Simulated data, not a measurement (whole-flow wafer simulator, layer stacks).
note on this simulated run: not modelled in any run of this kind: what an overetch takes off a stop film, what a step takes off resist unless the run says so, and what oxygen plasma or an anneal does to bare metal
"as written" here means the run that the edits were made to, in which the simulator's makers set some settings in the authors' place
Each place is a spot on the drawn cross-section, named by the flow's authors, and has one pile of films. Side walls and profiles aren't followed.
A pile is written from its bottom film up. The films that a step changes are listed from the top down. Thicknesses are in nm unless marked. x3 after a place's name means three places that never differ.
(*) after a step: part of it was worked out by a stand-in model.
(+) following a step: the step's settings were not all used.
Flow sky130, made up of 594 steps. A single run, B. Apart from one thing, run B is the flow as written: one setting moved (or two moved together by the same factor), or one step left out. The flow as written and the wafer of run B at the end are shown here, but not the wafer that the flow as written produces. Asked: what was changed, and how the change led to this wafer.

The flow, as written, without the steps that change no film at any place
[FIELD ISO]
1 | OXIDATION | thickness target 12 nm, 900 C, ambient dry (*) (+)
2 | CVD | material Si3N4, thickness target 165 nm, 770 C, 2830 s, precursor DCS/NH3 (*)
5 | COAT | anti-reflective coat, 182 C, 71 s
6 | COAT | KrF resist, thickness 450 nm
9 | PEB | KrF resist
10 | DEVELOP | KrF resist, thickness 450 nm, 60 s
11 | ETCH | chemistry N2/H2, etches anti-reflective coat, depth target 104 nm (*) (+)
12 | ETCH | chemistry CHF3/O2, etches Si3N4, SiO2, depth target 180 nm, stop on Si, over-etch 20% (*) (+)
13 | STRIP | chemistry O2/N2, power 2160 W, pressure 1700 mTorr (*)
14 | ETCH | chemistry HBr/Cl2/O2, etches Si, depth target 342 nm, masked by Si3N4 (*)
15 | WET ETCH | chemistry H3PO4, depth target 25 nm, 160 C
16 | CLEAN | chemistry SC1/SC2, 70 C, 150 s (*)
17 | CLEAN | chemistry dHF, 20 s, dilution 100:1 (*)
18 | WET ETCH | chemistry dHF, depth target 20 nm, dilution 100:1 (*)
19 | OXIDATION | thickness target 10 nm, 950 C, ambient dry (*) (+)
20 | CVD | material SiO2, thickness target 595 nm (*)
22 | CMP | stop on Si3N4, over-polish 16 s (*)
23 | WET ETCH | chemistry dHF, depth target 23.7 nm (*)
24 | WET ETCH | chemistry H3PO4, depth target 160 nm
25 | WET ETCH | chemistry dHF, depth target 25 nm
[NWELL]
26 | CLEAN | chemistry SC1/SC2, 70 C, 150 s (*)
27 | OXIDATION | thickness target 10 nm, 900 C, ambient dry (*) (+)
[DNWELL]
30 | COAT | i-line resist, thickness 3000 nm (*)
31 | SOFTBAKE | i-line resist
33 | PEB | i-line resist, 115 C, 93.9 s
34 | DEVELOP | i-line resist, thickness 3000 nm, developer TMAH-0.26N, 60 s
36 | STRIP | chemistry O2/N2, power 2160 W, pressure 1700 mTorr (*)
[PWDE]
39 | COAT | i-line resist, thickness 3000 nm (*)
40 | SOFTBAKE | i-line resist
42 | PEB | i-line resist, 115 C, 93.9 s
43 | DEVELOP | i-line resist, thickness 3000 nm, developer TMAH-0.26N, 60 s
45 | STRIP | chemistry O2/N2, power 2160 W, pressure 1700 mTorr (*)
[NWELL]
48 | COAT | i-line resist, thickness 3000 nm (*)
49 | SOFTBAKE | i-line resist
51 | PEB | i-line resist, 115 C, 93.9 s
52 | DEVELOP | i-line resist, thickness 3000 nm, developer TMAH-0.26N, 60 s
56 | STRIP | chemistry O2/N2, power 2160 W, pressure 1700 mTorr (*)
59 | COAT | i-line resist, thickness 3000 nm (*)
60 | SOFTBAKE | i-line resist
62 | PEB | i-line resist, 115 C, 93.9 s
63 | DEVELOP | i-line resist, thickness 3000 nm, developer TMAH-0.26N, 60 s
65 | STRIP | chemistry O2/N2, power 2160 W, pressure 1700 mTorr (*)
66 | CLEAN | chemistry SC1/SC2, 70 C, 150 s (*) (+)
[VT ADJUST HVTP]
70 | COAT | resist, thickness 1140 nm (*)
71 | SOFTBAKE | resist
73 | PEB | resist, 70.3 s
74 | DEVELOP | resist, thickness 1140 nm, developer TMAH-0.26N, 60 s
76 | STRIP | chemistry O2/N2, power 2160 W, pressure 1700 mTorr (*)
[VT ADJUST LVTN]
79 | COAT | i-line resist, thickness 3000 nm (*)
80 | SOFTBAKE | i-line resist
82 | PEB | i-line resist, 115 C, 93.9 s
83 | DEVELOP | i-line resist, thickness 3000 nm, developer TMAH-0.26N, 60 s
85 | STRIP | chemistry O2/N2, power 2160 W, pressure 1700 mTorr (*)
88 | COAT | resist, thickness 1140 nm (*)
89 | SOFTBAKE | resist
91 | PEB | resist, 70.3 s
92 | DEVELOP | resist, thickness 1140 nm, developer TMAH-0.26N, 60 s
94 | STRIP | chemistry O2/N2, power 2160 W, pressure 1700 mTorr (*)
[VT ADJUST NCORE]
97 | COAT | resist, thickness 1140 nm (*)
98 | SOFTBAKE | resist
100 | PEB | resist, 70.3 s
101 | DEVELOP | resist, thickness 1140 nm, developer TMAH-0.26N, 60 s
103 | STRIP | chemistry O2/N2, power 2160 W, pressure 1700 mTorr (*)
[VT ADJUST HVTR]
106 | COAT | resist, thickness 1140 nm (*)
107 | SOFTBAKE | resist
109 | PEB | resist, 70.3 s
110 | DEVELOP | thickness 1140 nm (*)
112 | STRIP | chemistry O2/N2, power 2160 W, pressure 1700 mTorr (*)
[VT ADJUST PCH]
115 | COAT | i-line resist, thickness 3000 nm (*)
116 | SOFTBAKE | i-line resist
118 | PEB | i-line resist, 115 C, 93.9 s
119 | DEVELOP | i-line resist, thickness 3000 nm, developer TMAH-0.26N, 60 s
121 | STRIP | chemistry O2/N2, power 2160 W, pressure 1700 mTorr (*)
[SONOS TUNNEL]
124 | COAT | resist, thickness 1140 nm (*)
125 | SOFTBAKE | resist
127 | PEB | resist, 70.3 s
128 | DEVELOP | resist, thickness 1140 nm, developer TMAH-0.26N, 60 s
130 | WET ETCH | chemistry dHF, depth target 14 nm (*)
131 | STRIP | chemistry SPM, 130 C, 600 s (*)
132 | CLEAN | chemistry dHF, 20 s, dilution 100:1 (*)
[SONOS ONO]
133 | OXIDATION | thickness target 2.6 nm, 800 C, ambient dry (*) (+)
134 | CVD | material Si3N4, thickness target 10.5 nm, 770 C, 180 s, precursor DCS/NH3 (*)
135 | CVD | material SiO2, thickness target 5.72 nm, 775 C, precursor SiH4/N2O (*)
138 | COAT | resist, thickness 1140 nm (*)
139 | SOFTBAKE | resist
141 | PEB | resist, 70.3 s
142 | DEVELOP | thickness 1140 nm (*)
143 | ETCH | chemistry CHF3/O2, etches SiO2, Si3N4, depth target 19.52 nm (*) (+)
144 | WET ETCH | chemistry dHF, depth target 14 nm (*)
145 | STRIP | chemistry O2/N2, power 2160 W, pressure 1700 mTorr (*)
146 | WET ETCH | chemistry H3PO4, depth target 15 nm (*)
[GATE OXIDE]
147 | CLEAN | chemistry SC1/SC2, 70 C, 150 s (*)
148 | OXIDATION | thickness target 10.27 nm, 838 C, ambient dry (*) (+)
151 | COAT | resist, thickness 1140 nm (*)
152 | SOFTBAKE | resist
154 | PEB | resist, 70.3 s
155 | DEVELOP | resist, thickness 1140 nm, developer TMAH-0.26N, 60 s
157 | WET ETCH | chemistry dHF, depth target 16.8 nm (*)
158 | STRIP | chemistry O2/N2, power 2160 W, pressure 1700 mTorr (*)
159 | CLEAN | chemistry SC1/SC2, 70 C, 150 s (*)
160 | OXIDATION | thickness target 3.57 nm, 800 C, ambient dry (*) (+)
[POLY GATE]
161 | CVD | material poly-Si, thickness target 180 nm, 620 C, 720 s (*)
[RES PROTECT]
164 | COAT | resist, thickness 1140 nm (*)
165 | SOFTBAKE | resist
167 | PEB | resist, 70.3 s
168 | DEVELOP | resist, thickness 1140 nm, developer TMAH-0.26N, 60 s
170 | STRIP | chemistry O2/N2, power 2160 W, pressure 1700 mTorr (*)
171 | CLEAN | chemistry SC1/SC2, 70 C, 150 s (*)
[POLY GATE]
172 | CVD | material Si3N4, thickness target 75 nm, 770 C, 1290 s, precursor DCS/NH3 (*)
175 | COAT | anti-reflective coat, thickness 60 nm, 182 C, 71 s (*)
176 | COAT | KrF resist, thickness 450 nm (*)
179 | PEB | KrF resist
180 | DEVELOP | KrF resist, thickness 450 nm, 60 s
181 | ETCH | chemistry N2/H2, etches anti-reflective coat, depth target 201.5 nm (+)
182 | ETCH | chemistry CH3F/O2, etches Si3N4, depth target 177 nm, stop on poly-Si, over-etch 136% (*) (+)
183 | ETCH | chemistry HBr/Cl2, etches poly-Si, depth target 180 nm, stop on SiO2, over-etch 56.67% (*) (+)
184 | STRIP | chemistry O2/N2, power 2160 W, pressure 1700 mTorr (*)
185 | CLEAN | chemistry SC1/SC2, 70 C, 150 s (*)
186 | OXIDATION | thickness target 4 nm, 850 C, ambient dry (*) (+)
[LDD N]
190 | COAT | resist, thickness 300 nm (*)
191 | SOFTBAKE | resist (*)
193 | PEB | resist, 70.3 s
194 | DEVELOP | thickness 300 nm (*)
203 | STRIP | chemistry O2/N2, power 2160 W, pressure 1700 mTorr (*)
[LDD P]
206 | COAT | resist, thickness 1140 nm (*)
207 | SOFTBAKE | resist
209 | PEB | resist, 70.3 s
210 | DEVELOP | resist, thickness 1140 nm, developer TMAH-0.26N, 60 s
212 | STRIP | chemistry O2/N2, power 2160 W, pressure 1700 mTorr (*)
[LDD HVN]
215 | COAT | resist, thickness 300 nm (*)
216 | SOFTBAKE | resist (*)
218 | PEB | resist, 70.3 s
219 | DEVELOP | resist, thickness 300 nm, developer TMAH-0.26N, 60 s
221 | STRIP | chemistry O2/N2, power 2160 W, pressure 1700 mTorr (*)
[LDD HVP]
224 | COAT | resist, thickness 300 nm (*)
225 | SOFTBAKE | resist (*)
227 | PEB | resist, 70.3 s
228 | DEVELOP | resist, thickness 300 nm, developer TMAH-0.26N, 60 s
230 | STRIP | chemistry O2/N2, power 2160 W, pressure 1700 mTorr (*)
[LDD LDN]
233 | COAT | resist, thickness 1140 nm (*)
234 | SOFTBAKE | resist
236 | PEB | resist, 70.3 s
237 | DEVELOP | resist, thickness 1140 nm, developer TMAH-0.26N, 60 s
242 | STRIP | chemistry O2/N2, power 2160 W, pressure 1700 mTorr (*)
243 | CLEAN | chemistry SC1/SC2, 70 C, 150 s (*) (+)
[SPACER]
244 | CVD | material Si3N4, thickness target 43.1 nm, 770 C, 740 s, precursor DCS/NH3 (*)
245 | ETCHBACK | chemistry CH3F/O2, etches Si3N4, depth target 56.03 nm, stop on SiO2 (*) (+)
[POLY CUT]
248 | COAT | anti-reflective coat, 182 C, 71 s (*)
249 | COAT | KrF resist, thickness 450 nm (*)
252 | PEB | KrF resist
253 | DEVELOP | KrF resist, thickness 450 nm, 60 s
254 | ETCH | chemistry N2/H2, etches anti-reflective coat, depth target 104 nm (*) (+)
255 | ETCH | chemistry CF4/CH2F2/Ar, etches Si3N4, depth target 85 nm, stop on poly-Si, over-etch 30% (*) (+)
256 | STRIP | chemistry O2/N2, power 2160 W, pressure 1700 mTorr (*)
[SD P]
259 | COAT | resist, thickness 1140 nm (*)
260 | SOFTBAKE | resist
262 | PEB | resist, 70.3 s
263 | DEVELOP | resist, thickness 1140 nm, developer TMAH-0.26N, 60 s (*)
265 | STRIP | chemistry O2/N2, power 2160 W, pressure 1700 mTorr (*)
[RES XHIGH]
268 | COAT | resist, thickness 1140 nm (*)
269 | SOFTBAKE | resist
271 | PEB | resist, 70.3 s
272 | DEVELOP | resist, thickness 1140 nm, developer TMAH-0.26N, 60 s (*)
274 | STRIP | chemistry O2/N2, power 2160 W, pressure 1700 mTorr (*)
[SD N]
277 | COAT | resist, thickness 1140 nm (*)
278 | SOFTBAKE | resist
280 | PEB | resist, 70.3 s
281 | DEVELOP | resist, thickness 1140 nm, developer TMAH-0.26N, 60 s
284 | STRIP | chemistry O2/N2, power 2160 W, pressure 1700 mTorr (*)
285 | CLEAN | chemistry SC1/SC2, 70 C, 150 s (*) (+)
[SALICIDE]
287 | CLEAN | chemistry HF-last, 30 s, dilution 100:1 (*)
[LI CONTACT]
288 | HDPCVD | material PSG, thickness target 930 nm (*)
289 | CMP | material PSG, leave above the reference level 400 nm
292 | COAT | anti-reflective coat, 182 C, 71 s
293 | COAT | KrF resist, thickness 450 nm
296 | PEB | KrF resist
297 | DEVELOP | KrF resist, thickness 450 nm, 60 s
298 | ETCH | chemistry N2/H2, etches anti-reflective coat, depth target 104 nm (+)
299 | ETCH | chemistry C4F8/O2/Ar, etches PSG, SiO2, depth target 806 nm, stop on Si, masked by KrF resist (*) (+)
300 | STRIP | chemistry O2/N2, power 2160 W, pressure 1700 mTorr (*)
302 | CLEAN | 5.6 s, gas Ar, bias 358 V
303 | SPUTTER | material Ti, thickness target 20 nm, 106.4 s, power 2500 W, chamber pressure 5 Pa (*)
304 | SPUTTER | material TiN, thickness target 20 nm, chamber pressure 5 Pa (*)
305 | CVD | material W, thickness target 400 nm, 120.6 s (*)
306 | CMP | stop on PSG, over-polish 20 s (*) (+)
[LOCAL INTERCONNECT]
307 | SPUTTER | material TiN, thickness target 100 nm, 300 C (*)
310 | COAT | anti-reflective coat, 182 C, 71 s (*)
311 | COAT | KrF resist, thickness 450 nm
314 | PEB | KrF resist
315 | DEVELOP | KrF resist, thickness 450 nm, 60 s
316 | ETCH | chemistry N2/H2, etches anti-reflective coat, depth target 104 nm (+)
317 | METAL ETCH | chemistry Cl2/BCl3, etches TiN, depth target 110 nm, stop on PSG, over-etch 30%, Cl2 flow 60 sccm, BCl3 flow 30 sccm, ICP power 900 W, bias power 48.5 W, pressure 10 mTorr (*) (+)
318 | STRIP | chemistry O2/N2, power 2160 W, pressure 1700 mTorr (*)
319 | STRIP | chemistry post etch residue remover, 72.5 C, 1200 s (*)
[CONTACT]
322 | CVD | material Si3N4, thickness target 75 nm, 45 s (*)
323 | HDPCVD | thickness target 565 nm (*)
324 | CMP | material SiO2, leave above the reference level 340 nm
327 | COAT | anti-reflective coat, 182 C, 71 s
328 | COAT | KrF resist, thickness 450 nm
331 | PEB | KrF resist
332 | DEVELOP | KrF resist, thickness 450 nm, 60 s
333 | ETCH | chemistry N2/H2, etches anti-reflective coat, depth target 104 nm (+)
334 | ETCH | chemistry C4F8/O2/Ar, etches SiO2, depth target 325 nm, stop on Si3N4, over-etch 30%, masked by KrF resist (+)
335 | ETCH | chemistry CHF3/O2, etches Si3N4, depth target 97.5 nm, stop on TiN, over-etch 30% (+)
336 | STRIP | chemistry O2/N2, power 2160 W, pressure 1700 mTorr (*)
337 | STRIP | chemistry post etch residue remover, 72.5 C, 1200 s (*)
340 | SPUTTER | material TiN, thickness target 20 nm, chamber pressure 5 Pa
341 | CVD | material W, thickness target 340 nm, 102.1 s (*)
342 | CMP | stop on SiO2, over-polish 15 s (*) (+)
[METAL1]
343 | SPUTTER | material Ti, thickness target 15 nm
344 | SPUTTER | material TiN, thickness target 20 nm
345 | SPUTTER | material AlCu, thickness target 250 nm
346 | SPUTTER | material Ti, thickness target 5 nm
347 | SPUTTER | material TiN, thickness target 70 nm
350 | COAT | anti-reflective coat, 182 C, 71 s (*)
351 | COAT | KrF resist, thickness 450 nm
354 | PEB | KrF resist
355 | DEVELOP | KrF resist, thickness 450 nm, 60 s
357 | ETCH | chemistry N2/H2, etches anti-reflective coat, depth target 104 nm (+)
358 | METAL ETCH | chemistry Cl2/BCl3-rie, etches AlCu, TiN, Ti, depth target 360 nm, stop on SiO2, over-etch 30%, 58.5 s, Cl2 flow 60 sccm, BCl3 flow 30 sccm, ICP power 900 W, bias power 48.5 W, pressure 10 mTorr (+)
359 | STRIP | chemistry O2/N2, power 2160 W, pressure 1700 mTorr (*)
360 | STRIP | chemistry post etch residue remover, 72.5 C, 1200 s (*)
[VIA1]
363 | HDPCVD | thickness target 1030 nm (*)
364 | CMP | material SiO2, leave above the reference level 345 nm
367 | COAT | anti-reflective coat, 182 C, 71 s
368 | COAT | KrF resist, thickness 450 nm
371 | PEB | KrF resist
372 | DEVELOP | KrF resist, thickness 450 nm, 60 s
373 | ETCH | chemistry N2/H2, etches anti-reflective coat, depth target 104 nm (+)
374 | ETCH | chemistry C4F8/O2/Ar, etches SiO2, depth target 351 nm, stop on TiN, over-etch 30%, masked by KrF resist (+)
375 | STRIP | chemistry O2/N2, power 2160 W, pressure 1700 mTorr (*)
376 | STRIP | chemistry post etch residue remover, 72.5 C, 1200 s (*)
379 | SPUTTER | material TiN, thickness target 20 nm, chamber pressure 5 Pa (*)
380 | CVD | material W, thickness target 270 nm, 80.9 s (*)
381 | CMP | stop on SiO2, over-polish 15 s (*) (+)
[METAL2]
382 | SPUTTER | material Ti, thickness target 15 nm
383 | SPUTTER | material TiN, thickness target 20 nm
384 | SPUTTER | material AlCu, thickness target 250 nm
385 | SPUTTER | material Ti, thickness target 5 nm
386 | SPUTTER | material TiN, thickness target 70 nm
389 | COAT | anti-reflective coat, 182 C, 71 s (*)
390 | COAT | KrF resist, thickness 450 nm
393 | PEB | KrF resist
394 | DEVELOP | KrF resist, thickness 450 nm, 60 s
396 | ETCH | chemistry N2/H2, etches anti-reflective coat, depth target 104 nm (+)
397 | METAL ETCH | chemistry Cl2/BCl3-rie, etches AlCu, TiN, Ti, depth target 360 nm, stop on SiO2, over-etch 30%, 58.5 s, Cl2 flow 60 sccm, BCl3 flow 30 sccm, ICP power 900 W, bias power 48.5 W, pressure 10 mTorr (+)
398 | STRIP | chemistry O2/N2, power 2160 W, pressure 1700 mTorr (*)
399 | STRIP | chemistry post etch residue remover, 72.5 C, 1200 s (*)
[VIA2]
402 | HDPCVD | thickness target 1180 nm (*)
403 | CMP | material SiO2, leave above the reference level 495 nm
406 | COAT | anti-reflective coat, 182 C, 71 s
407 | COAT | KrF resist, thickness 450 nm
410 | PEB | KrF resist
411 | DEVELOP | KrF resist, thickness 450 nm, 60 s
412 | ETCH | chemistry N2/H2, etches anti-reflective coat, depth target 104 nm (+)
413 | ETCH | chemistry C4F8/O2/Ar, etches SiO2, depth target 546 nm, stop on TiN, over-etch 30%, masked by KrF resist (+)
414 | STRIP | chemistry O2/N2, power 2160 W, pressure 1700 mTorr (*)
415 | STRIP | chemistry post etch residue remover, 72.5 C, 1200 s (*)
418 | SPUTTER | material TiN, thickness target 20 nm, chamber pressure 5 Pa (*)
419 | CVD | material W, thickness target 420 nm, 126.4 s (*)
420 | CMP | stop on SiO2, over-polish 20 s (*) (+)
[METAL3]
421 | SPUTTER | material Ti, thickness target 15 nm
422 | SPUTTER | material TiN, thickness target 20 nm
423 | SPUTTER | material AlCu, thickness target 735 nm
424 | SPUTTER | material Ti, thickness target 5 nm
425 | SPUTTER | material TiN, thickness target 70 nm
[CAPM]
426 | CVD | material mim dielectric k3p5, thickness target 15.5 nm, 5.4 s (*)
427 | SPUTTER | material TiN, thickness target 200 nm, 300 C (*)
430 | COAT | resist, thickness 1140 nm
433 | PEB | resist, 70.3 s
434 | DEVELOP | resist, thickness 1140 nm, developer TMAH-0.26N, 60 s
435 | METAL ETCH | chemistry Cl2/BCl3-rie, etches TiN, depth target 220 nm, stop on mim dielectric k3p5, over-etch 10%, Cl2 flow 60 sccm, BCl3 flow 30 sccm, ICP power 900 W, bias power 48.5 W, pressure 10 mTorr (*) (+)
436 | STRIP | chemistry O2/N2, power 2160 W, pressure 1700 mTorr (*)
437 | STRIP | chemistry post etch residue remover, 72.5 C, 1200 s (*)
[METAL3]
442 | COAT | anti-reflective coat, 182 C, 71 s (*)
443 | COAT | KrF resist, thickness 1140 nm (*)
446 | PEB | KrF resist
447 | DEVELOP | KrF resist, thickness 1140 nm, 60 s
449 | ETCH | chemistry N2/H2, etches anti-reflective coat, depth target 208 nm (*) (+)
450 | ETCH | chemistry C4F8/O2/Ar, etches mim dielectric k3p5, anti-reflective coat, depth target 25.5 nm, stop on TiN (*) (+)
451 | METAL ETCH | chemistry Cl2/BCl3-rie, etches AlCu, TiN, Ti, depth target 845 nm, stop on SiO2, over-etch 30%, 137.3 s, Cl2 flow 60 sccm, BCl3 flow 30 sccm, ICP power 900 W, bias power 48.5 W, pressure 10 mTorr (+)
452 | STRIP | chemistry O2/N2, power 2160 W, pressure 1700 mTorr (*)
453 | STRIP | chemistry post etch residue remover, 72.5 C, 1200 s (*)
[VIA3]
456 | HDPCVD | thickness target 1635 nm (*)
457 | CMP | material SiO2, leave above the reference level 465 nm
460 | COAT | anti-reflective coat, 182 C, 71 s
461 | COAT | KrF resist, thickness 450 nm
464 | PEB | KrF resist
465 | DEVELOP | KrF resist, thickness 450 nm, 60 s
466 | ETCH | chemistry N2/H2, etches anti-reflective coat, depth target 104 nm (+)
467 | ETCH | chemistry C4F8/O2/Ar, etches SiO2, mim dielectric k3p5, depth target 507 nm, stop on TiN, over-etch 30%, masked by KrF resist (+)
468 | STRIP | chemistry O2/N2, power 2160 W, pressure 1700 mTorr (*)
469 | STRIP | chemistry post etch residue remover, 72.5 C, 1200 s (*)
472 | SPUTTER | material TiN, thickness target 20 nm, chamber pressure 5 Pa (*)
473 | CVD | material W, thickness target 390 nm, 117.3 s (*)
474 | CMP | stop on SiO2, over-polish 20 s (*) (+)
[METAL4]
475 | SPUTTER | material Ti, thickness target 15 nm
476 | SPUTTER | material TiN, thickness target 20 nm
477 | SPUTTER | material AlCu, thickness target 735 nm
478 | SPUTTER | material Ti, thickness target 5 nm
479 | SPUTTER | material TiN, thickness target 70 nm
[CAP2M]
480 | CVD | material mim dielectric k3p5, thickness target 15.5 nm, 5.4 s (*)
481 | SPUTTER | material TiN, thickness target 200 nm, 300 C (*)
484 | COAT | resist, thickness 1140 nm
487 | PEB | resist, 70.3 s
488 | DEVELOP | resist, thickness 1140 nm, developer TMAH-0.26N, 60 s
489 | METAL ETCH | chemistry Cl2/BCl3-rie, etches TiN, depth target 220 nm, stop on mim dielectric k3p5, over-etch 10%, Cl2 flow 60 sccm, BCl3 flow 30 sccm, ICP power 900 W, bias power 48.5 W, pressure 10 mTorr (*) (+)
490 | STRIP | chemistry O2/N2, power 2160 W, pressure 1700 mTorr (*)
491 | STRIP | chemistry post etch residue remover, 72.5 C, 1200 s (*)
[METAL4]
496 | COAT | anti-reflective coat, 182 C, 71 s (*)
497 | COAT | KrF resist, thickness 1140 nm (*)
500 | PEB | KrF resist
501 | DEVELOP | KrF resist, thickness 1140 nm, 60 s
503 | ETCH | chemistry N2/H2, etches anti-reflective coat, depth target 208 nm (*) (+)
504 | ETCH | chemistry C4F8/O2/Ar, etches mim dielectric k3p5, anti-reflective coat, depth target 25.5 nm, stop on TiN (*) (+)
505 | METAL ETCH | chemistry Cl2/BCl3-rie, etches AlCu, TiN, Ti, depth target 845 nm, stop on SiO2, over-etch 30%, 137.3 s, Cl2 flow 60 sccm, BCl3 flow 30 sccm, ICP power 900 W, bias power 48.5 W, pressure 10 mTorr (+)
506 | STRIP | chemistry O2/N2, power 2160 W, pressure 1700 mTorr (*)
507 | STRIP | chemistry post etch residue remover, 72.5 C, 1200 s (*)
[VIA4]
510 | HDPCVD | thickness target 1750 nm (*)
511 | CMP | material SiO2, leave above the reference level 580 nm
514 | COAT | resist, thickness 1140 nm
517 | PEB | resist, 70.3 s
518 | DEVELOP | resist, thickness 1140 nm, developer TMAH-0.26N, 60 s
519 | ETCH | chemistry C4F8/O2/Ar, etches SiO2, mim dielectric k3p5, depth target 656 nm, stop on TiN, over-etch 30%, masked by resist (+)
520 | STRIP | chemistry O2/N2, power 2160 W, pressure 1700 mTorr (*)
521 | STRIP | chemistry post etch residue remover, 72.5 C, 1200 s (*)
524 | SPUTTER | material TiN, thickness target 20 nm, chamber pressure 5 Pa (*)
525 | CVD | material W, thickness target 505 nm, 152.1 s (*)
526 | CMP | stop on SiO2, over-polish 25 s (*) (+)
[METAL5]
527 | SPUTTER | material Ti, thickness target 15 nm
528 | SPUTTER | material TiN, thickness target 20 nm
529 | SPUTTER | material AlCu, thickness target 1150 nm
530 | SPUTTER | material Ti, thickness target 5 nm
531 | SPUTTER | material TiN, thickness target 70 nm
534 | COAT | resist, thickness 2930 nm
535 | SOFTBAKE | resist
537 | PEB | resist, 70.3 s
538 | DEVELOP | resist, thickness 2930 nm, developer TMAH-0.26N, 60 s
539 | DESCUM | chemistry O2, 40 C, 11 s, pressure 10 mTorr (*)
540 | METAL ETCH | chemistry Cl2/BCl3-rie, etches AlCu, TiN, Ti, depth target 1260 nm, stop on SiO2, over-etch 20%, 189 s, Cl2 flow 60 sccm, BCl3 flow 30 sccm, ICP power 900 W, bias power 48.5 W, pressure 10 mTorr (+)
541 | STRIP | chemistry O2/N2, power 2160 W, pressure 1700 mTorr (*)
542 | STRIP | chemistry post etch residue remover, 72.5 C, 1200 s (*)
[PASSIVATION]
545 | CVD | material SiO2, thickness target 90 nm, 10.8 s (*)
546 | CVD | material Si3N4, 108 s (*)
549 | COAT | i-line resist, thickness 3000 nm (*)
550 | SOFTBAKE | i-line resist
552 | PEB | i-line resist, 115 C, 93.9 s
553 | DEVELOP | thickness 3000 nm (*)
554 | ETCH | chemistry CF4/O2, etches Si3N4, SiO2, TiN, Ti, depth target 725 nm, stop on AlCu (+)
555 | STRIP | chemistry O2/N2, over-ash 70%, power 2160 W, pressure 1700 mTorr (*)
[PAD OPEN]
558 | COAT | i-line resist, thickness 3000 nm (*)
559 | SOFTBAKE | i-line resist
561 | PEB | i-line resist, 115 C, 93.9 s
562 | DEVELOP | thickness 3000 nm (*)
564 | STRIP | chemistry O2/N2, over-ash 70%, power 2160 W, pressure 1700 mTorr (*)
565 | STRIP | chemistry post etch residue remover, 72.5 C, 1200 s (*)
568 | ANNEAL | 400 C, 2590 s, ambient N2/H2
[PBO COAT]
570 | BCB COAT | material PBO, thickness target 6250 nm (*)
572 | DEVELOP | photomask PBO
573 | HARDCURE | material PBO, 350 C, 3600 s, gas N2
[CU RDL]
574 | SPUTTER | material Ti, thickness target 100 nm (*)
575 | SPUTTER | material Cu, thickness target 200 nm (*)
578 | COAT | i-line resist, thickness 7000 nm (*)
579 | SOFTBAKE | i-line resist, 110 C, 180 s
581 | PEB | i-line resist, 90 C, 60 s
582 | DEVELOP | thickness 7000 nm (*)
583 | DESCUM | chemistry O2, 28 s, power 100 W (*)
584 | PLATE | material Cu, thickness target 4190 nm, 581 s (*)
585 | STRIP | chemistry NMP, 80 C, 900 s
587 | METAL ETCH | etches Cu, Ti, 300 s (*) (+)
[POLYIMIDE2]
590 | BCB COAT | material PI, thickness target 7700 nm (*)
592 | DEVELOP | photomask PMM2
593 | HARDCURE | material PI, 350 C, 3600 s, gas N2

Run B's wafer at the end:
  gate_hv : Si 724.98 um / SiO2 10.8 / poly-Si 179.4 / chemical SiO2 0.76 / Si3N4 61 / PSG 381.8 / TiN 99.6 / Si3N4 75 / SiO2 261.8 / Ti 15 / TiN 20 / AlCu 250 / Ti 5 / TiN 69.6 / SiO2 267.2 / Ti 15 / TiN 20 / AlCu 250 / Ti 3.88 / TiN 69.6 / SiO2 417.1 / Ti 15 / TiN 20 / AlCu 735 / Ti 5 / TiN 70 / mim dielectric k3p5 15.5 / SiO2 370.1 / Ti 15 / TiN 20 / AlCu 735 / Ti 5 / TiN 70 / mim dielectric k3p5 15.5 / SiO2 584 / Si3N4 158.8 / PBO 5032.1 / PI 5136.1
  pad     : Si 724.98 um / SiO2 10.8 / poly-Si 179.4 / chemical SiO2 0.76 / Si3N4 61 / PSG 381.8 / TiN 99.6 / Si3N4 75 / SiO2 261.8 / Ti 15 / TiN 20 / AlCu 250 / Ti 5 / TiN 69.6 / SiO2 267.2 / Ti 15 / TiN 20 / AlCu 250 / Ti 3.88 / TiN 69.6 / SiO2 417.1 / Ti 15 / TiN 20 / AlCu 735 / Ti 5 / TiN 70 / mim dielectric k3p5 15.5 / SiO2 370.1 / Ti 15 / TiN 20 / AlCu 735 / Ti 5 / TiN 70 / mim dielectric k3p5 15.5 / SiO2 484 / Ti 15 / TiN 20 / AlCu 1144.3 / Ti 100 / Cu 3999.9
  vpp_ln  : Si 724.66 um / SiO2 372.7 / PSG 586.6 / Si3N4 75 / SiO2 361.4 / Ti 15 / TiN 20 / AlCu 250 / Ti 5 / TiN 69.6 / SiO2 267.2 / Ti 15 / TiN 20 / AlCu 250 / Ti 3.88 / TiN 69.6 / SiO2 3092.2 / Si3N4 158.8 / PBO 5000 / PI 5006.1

What caused this: step 385, SPUTTER: thickness target 3.88 nm was run, whereas the flow has thickness target 5 nm.
The wafer lets one read it off: gate_hv has Ti 3.88, and step 385 as written asks for 5 nm.

Step by step, how the change led to this:
  385 | SPUTTER | material Ti, thickness target 5 nm
      field, active, n_well and 188 more: Ti gains 3.88 (new film) (as written it would have been: Ti gains 5 (new film))
  397 | METAL ETCH | chemistry Cl2/BCl3-rie, etches AlCu, TiN, Ti, depth target 360 nm, stop on SiO2, over-etch 30%, 58.5 s, Cl2 flow 60 sccm, BCl3 flow 30 sccm, ICP power 900 W, bias power 48.5 W, pressure 10 mTorr (+)
      field, active, gate and 82 more: TiN loses 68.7 (all of it), Ti loses 3.88 (all of it), AlCu loses 250 (all of it), TiN loses 20 (all of it), Ti loses 15 (all of it), SiO2 loses 11 (as written it would have been: TiN loses 68.7 (all of it), Ti loses 5 (all of it), AlCu loses 250 (all of it), TiN loses 20 (all of it), Ti loses 15 (all of it), SiO2 loses 10.9)
